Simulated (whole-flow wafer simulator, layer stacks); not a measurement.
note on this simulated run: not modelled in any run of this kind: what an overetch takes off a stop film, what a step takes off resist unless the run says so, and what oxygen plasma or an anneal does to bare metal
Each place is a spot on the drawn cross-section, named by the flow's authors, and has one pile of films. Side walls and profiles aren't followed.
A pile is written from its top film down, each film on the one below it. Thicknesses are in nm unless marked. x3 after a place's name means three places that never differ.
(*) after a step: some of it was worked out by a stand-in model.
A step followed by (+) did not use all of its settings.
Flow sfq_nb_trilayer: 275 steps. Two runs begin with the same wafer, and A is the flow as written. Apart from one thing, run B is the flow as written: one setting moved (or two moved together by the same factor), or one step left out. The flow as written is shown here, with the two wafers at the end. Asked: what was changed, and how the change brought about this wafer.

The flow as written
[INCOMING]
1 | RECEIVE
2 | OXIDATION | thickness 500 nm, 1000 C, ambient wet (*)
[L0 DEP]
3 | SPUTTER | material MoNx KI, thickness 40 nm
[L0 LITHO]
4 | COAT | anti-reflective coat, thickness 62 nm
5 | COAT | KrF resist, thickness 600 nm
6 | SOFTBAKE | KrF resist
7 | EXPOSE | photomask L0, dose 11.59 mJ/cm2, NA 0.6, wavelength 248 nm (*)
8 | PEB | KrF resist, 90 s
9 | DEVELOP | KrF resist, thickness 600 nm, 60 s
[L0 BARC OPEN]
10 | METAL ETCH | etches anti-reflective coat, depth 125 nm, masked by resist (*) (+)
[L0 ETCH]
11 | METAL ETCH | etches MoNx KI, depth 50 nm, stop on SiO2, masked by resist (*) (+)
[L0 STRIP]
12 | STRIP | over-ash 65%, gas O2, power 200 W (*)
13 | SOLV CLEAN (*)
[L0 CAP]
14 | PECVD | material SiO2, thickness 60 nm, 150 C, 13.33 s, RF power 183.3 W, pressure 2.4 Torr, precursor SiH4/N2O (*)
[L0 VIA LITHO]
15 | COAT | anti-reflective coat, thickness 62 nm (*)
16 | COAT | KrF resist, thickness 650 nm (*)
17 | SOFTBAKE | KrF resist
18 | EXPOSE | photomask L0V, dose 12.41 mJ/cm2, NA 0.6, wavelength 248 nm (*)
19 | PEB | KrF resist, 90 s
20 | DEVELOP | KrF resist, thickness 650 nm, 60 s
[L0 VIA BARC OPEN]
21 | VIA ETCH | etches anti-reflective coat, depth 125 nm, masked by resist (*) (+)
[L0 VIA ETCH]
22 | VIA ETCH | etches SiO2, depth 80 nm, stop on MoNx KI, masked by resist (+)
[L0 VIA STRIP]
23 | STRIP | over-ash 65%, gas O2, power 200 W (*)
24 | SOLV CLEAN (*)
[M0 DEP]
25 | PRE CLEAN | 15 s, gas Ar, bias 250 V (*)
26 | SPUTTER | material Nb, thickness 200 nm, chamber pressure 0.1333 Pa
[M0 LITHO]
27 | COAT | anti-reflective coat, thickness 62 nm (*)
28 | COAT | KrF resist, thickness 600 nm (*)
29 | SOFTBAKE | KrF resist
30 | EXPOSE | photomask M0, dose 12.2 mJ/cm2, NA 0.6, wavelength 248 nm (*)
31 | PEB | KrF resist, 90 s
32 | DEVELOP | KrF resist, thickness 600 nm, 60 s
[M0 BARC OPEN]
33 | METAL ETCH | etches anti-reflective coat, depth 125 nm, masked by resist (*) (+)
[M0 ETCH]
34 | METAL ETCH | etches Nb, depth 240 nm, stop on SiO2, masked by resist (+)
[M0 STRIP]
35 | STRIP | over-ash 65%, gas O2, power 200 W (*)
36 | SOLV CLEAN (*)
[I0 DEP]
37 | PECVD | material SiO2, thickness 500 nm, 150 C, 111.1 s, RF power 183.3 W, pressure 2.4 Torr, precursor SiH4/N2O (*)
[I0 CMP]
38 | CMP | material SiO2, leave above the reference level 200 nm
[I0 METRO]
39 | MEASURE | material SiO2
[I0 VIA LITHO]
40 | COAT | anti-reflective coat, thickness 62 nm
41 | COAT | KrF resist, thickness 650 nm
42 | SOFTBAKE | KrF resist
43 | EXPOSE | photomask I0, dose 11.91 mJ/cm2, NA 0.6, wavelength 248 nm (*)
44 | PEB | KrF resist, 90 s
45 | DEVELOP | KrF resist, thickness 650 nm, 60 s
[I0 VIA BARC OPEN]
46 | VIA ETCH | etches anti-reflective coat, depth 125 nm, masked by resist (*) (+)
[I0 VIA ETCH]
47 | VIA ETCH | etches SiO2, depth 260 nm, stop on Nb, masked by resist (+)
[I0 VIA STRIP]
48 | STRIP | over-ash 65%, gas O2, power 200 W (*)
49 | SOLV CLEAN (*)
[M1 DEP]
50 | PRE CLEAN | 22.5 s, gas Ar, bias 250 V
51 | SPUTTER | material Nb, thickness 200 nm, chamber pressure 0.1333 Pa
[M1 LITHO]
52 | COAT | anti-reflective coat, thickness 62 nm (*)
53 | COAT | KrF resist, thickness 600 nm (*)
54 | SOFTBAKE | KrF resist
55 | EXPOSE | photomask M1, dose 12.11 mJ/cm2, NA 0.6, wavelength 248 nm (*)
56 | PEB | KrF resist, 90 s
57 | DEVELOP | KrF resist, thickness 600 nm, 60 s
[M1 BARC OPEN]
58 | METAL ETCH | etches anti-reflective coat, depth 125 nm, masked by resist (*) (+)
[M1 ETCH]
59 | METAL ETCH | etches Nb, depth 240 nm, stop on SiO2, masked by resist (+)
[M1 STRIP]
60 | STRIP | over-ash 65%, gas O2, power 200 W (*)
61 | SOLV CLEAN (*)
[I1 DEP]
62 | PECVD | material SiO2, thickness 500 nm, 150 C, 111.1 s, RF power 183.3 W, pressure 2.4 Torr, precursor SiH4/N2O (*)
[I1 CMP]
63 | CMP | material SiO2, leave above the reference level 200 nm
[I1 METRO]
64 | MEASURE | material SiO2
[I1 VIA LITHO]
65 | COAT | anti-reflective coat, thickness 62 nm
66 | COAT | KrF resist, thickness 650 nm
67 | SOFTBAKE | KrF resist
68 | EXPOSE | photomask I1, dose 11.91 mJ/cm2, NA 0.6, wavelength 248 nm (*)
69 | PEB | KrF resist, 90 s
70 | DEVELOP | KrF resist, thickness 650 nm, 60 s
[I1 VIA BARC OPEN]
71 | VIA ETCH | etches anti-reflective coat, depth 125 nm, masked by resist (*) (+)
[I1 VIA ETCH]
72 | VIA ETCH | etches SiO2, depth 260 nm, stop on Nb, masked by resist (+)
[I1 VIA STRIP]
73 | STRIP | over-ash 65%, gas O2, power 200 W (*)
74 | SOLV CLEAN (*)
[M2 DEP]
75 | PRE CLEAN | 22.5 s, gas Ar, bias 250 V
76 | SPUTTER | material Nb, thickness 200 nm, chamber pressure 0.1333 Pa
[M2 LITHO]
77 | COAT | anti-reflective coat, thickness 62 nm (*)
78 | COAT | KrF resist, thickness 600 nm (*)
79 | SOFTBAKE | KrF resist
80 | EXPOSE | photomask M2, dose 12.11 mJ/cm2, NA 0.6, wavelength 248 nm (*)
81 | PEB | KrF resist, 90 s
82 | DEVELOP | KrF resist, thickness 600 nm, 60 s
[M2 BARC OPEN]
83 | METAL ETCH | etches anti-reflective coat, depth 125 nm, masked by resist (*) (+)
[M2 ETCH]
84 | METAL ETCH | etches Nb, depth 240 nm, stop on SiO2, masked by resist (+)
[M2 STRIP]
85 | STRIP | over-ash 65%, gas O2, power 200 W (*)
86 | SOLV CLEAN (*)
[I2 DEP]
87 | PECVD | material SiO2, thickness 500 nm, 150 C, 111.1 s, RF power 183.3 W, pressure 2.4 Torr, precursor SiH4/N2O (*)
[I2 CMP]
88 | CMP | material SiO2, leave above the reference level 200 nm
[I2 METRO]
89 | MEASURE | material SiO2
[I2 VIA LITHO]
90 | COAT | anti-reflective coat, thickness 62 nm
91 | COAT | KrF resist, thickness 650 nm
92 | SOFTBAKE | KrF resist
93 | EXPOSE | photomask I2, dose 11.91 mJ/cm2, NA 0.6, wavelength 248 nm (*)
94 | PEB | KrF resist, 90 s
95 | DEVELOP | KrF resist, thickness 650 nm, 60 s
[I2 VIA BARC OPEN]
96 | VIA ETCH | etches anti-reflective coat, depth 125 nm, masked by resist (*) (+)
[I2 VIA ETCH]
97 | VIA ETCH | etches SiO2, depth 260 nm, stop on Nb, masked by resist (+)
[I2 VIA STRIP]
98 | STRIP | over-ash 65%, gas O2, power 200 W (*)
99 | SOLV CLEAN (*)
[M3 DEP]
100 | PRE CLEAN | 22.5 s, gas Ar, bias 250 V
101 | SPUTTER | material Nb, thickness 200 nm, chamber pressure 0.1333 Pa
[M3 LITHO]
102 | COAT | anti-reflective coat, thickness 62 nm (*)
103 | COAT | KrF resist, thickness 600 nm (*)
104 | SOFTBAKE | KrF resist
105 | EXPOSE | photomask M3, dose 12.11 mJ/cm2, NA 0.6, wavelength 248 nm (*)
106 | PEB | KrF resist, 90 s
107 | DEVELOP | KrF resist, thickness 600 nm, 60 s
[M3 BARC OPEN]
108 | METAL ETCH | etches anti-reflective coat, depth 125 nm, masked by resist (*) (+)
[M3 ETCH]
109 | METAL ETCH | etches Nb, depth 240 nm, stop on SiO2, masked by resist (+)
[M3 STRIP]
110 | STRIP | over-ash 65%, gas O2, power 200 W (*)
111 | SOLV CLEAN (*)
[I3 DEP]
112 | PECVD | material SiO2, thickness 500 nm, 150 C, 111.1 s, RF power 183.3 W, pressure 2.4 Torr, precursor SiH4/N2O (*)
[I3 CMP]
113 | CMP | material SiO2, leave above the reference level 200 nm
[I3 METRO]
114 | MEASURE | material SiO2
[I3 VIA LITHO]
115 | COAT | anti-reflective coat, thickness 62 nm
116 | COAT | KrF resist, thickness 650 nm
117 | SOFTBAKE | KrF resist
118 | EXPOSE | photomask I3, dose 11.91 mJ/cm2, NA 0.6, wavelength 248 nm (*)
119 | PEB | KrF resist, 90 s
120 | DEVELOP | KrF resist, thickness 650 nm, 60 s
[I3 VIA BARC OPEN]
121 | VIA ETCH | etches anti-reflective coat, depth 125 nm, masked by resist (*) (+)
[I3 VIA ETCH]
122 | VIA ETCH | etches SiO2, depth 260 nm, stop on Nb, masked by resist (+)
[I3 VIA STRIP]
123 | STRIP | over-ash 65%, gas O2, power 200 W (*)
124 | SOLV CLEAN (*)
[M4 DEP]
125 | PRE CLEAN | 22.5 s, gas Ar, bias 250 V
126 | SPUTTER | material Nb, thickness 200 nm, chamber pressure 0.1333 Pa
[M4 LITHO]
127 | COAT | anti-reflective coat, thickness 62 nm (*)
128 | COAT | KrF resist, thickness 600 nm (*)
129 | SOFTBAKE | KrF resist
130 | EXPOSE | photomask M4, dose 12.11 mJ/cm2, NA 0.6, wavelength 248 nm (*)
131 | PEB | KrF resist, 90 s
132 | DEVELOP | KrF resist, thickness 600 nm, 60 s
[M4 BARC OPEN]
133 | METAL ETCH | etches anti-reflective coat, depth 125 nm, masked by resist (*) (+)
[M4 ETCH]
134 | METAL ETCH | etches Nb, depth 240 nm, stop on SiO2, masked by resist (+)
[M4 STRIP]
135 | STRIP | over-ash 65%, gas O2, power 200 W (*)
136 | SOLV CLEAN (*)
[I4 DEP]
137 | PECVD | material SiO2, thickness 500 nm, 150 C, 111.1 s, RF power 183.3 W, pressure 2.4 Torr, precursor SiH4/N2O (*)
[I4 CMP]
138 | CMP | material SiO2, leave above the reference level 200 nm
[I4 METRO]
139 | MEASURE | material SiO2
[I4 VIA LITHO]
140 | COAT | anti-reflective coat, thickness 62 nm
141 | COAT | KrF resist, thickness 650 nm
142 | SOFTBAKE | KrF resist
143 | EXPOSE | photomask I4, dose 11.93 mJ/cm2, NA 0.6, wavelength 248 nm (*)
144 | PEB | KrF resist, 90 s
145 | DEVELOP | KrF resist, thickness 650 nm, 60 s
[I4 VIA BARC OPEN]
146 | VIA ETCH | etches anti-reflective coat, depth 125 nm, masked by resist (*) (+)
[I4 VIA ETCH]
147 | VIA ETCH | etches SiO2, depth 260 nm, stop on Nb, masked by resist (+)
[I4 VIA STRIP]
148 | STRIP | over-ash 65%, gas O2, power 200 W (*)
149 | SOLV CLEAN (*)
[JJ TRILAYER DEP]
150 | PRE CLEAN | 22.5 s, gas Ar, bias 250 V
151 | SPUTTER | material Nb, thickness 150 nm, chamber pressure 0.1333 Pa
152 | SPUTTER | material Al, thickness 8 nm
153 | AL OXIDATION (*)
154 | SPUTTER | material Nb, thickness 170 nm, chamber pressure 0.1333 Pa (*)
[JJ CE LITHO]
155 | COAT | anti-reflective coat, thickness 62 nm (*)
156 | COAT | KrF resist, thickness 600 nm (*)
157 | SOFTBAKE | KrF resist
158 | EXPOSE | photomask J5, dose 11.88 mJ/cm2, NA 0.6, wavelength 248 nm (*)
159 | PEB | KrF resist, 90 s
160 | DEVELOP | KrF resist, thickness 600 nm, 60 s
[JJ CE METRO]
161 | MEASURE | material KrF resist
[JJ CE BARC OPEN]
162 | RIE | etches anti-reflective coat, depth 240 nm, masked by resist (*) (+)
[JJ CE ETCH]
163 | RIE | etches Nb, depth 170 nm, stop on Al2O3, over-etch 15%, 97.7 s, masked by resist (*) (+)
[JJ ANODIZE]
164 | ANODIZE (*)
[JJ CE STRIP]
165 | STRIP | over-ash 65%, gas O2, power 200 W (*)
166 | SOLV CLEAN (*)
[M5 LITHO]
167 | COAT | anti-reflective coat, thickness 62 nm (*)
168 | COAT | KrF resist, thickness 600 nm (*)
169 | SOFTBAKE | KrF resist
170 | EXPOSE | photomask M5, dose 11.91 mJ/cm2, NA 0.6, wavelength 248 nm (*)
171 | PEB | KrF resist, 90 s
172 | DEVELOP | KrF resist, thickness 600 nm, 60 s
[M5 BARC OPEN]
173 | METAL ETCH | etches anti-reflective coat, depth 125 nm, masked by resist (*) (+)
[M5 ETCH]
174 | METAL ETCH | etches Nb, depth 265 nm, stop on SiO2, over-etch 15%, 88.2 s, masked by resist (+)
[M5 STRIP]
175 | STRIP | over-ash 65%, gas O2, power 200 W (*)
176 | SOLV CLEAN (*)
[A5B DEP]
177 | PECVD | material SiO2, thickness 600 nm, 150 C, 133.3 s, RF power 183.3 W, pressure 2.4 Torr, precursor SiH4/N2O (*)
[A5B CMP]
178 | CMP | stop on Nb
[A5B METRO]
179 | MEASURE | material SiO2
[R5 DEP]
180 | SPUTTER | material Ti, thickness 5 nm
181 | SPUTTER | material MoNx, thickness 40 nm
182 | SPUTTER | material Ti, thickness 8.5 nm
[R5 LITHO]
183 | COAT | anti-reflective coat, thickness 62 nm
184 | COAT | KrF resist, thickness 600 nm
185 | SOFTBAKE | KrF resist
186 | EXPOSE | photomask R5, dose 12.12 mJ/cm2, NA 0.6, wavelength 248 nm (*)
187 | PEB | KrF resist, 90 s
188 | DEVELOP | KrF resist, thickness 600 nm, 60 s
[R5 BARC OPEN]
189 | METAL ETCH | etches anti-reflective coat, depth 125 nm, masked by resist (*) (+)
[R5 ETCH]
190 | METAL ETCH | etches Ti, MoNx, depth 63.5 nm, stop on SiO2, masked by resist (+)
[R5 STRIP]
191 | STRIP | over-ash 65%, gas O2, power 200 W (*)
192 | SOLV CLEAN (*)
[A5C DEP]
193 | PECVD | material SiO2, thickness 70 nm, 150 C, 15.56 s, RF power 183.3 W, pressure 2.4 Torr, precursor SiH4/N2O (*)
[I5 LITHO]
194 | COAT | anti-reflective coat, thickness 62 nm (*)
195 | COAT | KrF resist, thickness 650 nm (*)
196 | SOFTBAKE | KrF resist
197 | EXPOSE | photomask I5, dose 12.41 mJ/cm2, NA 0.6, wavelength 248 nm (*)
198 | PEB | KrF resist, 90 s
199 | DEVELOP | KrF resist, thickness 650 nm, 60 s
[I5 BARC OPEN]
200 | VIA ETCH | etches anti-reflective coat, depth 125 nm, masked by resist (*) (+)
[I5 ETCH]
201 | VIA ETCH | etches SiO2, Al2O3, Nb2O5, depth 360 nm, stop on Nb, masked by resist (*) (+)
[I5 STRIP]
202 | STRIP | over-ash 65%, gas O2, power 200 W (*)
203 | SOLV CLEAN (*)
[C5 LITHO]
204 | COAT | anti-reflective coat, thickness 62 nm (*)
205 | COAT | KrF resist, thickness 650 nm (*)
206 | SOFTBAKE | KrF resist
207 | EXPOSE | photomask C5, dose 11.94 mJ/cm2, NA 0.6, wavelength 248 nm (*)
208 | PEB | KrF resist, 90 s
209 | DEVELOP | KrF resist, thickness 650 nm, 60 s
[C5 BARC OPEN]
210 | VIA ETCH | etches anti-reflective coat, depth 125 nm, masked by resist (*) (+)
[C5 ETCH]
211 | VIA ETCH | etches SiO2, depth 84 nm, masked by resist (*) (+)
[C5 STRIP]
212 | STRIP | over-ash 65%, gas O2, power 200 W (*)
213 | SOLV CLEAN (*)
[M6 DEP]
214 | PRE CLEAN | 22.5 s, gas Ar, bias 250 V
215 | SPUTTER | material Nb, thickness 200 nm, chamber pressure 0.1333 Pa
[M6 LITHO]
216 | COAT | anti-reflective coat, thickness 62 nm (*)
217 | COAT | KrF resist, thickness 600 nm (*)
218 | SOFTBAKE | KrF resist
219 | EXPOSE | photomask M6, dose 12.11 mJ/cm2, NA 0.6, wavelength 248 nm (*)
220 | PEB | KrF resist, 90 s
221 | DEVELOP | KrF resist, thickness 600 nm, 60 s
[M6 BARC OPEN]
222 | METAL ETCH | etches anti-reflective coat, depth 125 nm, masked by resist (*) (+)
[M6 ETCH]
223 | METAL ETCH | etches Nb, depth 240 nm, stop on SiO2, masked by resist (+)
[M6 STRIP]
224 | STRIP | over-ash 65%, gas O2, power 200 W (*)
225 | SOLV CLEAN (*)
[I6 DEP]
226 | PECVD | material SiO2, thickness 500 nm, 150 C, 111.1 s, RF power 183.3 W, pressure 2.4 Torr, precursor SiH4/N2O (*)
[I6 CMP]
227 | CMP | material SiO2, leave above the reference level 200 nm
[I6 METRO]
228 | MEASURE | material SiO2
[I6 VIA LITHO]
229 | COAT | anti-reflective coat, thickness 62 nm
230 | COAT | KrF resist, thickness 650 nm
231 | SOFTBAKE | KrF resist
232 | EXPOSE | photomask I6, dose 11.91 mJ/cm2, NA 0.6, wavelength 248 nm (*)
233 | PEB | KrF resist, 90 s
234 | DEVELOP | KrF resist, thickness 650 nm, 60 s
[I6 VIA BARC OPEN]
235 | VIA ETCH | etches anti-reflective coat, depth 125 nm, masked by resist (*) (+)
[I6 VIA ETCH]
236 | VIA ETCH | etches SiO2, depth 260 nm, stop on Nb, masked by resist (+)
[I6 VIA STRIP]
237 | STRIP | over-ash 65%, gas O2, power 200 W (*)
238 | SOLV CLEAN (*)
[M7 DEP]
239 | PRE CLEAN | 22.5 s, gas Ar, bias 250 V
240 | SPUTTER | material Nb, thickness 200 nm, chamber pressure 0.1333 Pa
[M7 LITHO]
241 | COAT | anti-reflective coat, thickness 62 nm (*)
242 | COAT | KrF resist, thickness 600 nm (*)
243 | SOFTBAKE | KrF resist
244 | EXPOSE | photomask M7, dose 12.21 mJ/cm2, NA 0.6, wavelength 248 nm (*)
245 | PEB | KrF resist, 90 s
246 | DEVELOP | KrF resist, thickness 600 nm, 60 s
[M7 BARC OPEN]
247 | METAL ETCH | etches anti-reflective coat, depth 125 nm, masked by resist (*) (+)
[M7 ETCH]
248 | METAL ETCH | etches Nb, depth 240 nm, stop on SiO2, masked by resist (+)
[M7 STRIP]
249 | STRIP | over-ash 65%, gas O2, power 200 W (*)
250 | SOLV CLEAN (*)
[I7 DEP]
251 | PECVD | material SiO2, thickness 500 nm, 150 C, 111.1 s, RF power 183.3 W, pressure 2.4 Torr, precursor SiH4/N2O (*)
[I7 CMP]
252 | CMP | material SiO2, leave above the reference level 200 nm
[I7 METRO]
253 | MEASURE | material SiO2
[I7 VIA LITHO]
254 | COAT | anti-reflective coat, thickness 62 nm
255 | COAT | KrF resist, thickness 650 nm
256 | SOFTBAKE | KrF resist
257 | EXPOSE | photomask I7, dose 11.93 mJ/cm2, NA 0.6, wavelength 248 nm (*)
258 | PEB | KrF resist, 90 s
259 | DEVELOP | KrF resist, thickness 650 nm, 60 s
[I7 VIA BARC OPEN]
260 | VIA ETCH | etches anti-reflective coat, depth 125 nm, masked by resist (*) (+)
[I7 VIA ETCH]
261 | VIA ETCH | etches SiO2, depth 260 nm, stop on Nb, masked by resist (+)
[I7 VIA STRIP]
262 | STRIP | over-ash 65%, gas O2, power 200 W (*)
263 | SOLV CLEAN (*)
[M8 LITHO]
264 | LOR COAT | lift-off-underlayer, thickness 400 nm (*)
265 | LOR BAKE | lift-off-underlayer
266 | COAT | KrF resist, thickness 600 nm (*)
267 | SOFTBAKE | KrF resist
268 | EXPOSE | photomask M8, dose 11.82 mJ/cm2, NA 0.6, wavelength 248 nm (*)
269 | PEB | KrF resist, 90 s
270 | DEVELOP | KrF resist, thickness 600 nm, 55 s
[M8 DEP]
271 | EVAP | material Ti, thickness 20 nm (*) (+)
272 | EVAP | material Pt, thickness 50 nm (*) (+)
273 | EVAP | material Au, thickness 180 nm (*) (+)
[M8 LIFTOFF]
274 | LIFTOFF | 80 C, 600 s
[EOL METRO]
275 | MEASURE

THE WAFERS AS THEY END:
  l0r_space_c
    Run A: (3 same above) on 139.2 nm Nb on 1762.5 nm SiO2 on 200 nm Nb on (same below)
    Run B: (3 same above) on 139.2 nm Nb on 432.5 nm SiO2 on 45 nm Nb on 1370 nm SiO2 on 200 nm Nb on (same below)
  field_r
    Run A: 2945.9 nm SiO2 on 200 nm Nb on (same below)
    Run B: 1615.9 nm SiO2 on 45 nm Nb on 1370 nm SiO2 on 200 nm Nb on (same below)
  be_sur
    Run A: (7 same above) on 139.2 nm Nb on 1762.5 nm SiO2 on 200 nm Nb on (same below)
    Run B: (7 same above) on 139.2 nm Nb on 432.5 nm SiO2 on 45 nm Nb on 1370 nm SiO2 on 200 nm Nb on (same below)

Cause: step 126, SPUTTER: thickness 285 nm was run, though the flow has thickness 200 nm.

How this came from the change, step by step:
  126 | SPUTTER | material Nb, thickness 200 nm, chamber pressure 0.1333 Pa
      field_l, v_sur, via_wl and 102 more: A Nb gains 200 (new film) | B Nb gains 285 (new film)
      via_v: A Nb gains 165.5 | B Nb gains 237.1
  134 | METAL ETCH | etches Nb, depth 240 nm, stop on SiO2, masked by resist (+)
      field_l, be, be_sur and 64 more: A Nb loses 200 (all of it) | B Nb loses 240
  137 | PECVD | material SiO2, thickness 500 nm, 150 C, 111.1 s, RF power 183.3 W, pressure 2.4 Torr, precursor SiH4/N2O (*)
      field_l, be, be_sur and 55 more: A SiO2 gains 500 | B SiO2 gains 500 (new film)
      p3_s0 x6: A SiO2 gains 557.1 | B SiO2 gains 597.1 (new film)
      (as well as at 3 more places)
  138 | CMP | material SiO2, leave above the reference level 200 nm
      field_l, be, be_sur and 55 more: A SiO2 loses 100 | B SiO2 loses 60
      lsp_r, l0_sur, l0v: A SiO2 loses 91.9 | B SiO2 loses 50.3
      (as well as at 1 more place)
With metal films that touch counted as one body, l0r_space_c has 3 bodies (between them, from the top down: SiO2 432.5; SiO2 1370); the flow as written gives 2 bodies (between them, from the top down: SiO2 1762.5).
With metal films that touch counted as one body, field_r has 2 bodies (between them, from the top down: SiO2 1370); the flow as written gives 1 body.
With metal films that touch counted as one body, be_sur has 5 bodies (between them, from the top down: SiO2 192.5; SiO2 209 / Al2O3 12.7 / Nb2O5 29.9; SiO2 432.5; SiO2 1370); the flow as written gives 4 bodies (between them, from the top down: SiO2 192.5; SiO2 209 / Al2O3 12.7 / Nb2O5 29.9; SiO2 1762.5).
